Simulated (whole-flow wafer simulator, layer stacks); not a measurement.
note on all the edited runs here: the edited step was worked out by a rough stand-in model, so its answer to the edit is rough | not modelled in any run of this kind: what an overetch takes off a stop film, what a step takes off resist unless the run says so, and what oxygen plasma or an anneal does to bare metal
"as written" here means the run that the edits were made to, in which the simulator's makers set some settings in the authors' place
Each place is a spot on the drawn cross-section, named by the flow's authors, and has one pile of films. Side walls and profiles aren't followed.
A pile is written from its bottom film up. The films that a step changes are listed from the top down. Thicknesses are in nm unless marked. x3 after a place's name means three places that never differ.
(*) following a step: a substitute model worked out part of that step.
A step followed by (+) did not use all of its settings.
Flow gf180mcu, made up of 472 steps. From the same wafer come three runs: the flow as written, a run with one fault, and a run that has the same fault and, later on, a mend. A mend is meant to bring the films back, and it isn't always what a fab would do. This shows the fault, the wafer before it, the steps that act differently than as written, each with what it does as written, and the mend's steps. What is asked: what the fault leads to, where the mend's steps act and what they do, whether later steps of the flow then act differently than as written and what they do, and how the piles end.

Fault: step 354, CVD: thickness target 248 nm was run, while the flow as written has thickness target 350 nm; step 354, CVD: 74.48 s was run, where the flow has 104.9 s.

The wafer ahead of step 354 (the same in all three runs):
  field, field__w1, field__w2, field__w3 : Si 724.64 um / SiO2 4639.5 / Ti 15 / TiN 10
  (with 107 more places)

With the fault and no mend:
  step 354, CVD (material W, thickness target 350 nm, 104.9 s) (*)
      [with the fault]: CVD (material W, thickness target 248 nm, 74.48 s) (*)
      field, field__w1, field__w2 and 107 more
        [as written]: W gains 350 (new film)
        [with the fault]: W gains 249.4 (new film)
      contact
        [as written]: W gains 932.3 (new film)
        [with the fault]: W gains 831.6 (new film)
  Later steps of the flow acting differently than as written:
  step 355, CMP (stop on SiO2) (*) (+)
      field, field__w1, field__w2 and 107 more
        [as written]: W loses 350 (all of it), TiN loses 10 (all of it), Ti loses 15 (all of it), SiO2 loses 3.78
        [with the fault]: W loses 249.4 (all of it), TiN loses 10 (all of it), Ti loses 15 (all of it), SiO2 loses 2.77
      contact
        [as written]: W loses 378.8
        [with the fault]: W loses 277.1
  The piles end only slightly different from the flow's at the places that both follow, by no more than 2% or 0.5 nm, whichever is larger.

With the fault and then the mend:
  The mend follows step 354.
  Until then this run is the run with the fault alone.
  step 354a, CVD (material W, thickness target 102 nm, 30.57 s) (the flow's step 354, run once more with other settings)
      field, field__w1, field__w2 and 108 more
        W gains 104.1
  Later steps of the flow that are run all act as written at every place that is followed, up to a difference of at most 2% or 0.5 nm, whichever is larger.
  The piles end only slightly different from the flow's at the places that both follow, by no more than 2% or 0.5 nm, whichever is larger.
